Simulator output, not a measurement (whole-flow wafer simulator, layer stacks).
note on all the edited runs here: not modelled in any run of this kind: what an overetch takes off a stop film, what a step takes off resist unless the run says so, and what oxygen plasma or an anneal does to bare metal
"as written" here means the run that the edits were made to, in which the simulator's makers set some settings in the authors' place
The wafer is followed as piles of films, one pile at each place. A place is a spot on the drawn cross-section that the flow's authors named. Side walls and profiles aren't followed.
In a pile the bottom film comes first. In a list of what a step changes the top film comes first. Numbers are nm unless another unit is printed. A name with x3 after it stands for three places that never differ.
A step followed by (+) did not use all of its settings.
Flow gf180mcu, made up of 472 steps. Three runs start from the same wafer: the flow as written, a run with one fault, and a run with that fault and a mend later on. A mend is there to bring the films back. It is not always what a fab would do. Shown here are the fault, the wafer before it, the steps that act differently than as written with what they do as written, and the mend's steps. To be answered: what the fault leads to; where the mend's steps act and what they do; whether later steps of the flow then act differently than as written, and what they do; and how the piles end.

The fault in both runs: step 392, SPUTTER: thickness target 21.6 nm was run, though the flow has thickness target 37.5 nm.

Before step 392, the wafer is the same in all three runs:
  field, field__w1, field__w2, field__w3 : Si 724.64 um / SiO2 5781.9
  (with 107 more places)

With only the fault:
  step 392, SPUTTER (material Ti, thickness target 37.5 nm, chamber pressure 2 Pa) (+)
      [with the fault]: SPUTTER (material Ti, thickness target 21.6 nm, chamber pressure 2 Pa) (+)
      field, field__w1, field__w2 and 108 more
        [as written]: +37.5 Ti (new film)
        [with the fault]: +21.6 Ti (new film)
  Steps later in the flow that act otherwise than as written (not shown: 1 more step that differs only slightly, by at most 2% or 0.5 nm, whichever is larger):
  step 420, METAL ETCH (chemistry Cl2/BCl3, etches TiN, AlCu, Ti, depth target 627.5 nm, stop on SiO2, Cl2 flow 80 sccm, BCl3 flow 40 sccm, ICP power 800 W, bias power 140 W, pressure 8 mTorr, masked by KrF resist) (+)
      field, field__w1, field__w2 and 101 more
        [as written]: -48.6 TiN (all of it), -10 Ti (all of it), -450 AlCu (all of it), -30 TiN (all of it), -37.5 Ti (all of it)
        [with the fault]: -48.6 TiN (all of it), -10 Ti (all of it), -450 AlCu (all of it), -30 TiN (all of it), -21.6 Ti (all of it)
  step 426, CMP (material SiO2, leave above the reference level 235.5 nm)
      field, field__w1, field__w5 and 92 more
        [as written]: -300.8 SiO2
        [with the fault]: -316.7 SiO2
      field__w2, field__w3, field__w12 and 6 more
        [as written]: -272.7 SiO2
        [with the fault]: -289.3 SiO2
  By the end, the piles at field__w4, field__w8, contact, m1, m1__w1, mim, mim_1p0, m1_nw depart from the flow's by more than 2% or 0.5 nm, whichever is larger.
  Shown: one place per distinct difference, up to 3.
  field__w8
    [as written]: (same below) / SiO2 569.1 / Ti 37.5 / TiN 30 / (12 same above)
    [with the fault]: (same below) / SiO2 569.1 / Ti 21.6 / TiN 30 / (12 same above)
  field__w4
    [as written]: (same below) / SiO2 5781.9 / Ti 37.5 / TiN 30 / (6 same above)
    [with the fault]: (same below) / SiO2 5781.9 / Ti 21.6 / TiN 30 / (6 same above)
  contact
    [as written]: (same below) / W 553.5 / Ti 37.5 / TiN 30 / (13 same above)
    [with the fault]: (same below) / W 553.5 / Ti 21.6 / TiN 30 / (13 same above)

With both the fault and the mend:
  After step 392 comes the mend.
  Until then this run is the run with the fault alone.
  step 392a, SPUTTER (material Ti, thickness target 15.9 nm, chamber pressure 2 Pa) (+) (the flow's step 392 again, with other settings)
      field, field__w1, field__w2 and 108 more
        +15.9 Ti
  Later steps of the flow that are run all act as written at every place that is followed.
  The piles end the same as the flow's at every place that both follow.
